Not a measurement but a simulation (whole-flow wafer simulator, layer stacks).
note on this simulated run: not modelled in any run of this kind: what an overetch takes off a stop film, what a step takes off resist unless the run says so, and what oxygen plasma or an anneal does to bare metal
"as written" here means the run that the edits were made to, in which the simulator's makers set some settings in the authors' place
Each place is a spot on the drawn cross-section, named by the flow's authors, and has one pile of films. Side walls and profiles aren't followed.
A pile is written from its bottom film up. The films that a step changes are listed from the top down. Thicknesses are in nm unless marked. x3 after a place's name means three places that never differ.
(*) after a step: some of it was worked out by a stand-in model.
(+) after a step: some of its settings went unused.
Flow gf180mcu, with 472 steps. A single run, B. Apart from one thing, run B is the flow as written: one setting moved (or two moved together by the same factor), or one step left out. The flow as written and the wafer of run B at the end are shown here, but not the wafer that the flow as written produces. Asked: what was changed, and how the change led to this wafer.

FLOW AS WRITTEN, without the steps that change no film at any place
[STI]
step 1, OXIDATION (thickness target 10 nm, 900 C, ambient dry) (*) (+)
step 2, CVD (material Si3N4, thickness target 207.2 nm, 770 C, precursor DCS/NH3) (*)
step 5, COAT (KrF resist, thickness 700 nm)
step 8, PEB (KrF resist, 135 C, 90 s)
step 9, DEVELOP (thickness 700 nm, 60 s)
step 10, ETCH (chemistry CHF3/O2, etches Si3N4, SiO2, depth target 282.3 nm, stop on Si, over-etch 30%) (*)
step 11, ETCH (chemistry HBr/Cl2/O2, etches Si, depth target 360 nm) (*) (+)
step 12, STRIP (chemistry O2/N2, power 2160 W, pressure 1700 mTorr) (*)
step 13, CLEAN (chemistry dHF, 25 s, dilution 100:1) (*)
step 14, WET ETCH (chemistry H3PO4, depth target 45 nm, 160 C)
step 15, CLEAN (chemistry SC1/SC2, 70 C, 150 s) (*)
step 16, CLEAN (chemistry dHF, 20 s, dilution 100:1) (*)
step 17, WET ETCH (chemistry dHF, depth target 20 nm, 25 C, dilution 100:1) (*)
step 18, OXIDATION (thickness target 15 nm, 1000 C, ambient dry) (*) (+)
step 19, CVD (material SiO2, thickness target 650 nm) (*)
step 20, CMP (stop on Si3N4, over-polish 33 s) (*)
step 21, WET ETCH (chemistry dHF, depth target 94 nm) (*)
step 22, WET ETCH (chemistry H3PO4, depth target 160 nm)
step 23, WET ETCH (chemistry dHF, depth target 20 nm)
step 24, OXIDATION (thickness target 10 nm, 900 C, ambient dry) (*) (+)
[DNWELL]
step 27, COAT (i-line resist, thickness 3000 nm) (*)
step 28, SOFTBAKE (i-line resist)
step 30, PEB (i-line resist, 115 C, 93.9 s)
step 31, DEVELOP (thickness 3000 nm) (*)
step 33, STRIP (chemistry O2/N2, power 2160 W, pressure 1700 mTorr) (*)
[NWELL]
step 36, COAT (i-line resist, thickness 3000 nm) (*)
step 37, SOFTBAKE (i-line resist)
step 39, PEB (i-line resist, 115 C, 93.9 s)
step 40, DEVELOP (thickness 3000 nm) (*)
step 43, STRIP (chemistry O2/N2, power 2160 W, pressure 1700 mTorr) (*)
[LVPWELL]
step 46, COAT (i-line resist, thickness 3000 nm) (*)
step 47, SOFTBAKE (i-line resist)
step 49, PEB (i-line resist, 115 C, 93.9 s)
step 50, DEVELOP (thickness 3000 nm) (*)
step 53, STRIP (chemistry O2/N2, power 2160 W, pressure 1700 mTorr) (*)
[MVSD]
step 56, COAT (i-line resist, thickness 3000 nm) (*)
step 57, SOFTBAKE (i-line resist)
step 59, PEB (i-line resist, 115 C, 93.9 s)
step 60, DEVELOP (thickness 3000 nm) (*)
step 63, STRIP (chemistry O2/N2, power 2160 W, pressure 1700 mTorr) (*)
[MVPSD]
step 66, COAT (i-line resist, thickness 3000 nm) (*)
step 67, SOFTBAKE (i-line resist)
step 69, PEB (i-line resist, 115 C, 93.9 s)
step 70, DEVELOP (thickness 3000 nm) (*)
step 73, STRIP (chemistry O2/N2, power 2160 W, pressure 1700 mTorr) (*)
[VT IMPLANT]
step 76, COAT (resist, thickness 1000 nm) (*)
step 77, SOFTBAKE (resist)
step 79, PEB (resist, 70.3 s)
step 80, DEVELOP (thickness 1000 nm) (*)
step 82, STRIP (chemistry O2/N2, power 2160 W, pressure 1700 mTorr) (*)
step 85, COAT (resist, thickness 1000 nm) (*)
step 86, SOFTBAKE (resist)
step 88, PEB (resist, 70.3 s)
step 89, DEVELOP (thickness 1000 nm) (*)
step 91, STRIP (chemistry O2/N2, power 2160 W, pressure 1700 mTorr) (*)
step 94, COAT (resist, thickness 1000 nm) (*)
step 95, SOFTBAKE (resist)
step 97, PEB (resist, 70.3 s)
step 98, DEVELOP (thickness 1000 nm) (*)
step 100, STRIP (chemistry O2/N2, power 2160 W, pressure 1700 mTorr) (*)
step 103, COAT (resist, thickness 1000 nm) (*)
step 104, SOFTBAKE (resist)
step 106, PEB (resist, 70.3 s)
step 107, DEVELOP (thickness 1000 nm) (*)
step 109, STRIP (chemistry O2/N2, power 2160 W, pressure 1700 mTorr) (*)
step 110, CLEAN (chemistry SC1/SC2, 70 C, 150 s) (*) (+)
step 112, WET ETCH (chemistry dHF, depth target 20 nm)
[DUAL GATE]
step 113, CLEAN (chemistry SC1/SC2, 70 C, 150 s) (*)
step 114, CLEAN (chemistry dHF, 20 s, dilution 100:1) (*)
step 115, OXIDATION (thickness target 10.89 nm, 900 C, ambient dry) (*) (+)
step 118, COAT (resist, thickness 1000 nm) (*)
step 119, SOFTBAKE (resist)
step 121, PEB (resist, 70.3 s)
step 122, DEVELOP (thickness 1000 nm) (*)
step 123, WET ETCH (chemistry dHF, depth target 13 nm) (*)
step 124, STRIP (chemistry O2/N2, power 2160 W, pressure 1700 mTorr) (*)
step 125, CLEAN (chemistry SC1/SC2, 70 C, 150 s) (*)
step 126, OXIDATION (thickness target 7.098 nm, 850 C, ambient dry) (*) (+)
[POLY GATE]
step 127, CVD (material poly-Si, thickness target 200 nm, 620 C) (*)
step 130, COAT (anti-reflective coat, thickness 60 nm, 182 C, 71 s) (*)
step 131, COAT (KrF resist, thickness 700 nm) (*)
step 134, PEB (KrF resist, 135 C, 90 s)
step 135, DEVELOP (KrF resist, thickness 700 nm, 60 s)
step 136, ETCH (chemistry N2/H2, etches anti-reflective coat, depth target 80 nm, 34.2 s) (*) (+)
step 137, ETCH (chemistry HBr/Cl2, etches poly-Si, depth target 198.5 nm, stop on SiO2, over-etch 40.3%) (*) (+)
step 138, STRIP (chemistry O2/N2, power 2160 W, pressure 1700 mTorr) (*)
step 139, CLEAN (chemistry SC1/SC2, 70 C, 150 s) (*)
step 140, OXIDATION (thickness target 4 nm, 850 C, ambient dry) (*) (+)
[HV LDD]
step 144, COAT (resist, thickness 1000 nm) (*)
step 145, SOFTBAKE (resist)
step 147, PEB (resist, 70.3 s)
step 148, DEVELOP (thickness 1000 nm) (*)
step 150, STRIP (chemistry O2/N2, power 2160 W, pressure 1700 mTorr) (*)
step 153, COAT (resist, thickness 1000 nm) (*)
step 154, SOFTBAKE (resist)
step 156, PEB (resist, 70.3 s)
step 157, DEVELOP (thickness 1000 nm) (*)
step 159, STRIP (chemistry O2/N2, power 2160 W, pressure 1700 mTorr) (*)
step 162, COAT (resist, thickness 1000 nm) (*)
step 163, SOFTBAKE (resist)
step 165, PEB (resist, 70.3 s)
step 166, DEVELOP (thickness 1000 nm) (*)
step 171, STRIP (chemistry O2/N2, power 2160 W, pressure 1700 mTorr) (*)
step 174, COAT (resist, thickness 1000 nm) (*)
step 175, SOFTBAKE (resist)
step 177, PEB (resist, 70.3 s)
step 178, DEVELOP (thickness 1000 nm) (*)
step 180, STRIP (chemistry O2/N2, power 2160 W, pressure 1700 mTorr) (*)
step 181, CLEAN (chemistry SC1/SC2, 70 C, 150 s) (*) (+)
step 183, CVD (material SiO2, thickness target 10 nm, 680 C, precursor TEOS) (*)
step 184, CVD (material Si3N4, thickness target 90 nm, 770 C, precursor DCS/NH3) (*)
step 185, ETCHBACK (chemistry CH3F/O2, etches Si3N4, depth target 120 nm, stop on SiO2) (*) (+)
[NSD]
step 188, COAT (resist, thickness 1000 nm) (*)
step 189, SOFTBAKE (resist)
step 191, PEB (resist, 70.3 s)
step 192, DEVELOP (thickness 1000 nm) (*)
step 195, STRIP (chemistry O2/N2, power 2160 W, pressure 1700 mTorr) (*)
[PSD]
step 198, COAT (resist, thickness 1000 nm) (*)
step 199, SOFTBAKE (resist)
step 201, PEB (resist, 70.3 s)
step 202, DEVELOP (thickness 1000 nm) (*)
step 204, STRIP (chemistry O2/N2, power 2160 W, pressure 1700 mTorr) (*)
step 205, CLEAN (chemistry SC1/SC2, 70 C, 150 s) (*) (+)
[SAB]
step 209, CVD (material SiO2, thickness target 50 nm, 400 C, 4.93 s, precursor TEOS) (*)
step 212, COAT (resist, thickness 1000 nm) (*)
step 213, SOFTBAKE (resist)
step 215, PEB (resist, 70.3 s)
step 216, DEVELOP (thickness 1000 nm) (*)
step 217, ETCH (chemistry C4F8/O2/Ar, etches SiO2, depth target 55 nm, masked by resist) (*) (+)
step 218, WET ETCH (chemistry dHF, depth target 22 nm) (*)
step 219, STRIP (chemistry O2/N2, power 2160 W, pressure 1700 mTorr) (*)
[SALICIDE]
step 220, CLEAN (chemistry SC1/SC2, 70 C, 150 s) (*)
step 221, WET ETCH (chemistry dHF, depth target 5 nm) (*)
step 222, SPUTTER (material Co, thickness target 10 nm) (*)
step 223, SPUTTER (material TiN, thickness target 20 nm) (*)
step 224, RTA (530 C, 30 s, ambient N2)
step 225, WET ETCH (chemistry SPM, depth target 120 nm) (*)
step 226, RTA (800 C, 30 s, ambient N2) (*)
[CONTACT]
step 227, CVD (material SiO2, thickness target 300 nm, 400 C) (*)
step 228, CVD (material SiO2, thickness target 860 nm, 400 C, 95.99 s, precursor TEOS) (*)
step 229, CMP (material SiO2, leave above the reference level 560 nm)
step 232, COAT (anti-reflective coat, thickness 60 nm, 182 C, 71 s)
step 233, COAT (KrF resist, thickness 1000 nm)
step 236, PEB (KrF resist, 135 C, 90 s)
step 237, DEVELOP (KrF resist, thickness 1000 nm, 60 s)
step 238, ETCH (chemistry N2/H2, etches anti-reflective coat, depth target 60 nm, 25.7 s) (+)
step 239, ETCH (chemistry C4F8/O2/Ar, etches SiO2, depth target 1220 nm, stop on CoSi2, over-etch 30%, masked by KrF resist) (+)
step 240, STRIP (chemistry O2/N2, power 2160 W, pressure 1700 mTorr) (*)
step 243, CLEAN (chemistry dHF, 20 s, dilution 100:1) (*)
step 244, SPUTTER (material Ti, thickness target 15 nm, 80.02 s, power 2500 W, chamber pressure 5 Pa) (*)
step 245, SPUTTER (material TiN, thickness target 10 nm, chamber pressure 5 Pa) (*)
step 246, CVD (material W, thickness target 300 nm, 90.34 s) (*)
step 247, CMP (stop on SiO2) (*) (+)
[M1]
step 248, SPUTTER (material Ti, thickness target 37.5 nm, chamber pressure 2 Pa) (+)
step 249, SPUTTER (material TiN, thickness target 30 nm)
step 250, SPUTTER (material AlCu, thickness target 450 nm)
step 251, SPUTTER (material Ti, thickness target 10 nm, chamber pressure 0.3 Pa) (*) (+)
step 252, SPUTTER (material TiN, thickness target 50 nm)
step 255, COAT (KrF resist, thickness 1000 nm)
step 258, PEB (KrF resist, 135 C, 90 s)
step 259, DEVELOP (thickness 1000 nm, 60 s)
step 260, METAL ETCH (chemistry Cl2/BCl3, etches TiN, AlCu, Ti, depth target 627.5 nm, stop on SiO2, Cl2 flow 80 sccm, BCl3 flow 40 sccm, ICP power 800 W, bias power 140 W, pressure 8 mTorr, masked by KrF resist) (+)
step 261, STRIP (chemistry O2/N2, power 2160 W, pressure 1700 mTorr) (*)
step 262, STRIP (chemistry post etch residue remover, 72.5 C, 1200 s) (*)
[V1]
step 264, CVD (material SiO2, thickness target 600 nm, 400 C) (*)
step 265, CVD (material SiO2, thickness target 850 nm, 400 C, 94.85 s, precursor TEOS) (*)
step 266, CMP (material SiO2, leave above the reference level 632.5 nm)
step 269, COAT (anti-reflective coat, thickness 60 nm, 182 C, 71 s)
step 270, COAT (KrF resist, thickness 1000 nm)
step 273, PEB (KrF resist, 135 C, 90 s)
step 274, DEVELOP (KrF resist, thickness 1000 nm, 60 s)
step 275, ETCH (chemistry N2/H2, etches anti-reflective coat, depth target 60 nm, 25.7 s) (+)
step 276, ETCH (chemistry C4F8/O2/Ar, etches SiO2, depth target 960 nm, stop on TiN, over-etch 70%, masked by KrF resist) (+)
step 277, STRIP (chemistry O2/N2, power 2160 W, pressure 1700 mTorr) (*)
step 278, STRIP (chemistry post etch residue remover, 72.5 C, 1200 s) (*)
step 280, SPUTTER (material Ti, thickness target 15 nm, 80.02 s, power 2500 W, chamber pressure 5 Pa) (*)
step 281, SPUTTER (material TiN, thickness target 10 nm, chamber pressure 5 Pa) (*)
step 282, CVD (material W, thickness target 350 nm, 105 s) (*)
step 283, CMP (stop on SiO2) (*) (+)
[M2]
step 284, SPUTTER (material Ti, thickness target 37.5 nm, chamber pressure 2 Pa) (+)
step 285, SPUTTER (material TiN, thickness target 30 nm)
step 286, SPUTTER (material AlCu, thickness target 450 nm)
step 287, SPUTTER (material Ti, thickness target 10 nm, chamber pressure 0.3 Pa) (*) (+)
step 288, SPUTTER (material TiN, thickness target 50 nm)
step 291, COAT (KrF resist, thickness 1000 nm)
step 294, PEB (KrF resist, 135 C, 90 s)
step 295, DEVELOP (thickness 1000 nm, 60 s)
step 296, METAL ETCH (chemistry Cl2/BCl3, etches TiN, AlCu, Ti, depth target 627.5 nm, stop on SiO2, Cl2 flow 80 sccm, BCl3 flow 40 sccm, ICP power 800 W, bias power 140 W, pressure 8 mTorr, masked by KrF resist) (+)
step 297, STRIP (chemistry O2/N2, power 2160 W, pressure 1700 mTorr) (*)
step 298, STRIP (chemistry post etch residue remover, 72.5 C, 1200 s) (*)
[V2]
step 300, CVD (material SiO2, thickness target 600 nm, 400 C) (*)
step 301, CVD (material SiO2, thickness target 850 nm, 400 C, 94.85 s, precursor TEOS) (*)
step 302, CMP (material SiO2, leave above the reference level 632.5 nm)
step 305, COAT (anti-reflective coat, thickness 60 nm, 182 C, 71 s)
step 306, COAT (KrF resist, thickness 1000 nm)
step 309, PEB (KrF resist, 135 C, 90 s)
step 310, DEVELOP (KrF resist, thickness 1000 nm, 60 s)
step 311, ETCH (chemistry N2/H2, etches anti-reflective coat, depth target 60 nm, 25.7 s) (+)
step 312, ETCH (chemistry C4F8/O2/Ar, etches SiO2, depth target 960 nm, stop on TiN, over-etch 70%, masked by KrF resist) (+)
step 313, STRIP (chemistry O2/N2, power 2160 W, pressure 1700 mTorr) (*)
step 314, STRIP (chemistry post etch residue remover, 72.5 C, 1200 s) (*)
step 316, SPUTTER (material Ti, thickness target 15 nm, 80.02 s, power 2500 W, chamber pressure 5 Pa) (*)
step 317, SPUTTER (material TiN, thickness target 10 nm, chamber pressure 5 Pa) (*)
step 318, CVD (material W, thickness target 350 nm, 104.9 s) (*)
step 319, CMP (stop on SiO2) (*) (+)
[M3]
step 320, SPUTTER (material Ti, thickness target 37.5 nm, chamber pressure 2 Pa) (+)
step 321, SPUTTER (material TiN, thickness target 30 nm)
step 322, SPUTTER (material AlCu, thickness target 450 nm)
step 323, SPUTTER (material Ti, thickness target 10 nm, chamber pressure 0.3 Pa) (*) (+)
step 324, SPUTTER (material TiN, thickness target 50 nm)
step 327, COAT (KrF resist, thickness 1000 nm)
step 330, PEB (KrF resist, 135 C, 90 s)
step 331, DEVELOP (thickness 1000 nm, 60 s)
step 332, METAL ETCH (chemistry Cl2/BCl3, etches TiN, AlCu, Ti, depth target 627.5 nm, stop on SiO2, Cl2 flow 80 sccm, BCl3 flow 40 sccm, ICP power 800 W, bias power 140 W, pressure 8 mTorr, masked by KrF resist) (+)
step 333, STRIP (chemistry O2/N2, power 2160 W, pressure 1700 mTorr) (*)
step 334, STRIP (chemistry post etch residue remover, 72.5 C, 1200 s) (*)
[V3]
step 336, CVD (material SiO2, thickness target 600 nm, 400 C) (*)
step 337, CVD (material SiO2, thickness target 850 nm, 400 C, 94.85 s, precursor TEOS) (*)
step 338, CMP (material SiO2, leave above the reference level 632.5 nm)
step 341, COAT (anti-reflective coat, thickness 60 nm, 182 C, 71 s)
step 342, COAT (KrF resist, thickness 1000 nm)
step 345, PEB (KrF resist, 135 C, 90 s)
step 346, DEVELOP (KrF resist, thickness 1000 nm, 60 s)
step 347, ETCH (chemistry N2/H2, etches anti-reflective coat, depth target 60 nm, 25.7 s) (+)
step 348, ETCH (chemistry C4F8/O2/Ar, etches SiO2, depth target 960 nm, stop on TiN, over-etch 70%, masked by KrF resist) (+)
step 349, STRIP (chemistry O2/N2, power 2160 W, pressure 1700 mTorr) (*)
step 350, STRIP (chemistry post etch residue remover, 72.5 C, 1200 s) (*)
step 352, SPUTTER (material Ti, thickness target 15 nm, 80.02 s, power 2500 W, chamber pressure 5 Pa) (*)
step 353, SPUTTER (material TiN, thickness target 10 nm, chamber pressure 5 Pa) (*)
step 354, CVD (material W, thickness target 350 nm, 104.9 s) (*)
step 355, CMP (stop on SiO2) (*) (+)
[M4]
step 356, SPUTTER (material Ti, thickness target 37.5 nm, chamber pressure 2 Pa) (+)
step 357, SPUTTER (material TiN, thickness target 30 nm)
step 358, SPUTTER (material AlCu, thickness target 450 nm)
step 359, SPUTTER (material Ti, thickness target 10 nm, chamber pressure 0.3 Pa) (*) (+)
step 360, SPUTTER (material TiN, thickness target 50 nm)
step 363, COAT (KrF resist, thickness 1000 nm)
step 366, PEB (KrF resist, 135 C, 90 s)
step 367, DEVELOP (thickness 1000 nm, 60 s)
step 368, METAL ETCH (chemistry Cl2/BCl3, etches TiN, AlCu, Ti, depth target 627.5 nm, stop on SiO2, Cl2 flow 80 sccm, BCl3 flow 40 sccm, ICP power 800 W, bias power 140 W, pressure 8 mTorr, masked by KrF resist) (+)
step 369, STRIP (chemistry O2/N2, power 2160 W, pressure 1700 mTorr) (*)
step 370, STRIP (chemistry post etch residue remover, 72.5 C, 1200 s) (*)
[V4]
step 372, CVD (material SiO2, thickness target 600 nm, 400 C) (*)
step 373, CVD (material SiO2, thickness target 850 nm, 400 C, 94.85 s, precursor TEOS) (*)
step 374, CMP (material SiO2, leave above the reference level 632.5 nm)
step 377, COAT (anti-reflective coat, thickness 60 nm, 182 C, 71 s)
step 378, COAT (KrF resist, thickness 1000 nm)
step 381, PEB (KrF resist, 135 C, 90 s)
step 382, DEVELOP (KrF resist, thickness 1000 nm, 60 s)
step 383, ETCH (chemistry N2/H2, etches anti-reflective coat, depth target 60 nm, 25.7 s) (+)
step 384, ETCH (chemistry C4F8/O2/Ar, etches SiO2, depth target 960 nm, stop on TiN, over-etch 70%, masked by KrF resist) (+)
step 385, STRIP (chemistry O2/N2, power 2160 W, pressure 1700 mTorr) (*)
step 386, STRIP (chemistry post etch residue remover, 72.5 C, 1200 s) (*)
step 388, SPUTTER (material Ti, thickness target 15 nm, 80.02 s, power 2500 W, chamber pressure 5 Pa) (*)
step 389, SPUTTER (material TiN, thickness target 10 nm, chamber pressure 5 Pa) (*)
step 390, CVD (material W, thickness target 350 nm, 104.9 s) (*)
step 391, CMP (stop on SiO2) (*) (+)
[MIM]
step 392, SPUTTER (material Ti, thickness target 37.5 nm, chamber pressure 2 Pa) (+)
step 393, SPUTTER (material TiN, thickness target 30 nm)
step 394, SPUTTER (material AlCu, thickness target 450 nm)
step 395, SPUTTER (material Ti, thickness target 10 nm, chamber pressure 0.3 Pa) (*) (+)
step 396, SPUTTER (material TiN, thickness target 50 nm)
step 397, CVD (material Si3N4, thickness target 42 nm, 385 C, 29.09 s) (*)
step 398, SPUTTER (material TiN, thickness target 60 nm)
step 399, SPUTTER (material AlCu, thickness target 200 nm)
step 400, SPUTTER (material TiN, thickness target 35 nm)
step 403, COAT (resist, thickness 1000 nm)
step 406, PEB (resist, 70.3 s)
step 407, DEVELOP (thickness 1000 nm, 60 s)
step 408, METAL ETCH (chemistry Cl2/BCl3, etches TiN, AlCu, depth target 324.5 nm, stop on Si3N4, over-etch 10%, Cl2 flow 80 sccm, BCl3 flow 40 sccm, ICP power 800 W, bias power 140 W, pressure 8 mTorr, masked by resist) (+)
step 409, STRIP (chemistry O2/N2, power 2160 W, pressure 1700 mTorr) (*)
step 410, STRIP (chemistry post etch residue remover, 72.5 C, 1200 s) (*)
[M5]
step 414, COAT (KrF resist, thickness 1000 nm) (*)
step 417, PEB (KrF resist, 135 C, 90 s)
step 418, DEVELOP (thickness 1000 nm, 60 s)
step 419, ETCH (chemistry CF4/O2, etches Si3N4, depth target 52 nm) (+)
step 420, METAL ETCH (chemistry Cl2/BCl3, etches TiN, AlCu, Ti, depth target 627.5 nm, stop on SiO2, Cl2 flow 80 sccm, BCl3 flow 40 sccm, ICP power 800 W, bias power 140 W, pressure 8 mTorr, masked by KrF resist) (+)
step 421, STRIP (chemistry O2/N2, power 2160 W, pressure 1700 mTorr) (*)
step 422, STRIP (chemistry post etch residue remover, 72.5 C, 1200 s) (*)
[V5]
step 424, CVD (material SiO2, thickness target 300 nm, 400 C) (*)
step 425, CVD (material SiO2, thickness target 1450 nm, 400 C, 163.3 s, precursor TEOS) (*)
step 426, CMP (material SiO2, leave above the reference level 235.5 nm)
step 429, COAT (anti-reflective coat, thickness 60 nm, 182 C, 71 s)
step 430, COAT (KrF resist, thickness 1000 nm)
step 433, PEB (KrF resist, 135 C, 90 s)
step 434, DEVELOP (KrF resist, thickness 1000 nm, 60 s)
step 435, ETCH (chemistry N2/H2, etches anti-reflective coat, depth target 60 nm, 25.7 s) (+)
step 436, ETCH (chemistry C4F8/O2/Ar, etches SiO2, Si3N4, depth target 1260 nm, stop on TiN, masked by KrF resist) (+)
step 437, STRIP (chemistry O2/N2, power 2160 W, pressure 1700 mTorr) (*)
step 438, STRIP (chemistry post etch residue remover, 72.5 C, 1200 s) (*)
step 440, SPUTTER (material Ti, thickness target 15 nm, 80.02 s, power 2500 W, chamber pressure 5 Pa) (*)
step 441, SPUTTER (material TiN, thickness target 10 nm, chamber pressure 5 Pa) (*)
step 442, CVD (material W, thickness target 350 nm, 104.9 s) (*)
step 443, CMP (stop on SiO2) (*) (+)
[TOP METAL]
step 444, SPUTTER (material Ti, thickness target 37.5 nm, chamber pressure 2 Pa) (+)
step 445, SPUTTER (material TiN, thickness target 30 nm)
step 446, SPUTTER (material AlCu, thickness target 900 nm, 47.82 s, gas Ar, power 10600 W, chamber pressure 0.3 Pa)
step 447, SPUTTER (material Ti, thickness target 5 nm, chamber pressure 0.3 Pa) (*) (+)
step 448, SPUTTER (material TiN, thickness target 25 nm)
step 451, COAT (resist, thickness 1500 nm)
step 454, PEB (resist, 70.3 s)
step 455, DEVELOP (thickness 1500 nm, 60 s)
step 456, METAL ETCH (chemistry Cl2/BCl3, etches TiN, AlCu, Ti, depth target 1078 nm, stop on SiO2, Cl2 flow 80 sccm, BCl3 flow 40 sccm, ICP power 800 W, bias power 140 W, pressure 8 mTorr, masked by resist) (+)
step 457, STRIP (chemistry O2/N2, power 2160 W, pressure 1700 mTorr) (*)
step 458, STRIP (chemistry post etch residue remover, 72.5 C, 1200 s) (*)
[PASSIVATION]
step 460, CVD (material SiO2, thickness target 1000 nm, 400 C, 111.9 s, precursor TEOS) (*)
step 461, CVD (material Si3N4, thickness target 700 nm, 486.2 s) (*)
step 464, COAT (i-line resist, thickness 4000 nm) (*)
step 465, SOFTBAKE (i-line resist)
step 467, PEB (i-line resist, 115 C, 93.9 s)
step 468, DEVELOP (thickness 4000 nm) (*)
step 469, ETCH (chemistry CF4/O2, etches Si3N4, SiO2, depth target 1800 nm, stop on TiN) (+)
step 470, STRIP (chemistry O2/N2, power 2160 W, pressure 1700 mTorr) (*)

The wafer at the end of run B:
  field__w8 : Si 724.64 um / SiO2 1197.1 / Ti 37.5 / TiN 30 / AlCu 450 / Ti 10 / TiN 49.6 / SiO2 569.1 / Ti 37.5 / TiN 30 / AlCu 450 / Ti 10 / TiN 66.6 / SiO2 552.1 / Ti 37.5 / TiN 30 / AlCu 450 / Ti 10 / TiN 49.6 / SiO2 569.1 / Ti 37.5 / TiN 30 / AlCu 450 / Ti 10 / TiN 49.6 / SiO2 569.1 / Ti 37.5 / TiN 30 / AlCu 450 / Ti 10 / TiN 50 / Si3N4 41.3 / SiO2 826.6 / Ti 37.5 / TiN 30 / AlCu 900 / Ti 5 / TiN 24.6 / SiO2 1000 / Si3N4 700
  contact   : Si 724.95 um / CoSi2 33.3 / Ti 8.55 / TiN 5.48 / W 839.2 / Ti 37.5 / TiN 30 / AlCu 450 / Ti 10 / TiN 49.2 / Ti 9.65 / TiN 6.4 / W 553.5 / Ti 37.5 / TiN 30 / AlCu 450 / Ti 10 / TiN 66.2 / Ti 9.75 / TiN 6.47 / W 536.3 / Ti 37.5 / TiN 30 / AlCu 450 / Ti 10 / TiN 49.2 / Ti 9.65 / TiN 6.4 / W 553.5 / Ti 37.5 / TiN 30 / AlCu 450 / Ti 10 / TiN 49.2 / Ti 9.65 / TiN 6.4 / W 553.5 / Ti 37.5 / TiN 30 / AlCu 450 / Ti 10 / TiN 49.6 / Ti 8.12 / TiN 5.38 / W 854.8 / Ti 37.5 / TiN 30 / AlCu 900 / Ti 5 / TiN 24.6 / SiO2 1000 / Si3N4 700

The reason: step 288, SPUTTER: thickness target 67 nm was run, while the flow as written has thickness target 50 nm.

The path from the change to this, step by step:
  step 288, SPUTTER (material TiN, thickness target 50 nm)
      field, field__w1, field__w2 and 108 more: TiN gains 67 (new film) (in the flow as written it would be: TiN gains 50 (new film))
  step 296, METAL ETCH (chemistry Cl2/BCl3, etches TiN, AlCu, Ti, depth target 627.5 nm, stop on SiO2, Cl2 flow 80 sccm, BCl3 flow 40 sccm, ICP power 800 W, bias power 140 W, pressure 8 mTorr, masked by KrF resist) (+)
      field, field__w1, field__w2 and 103 more: TiN loses 67 (all of it), Ti loses 10 (all of it), AlCu loses 450 (all of it), TiN loses 30 (all of it), Ti loses 37.5 (all of it) (in the flow as written it would be: TiN loses 50 (all of it), Ti loses 10 (all of it), AlCu loses 450 (all of it), TiN loses 30 (all of it), Ti loses 37.5 (all of it))
  step 312, ETCH (chemistry C4F8/O2/Ar, etches SiO2, depth target 960 nm, stop on TiN, over-etch 70%, masked by KrF resist) (+)
      contact: SiO2 loses 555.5 (all of it) (in the flow as written it would be: SiO2 loses 572.5 (all of it))
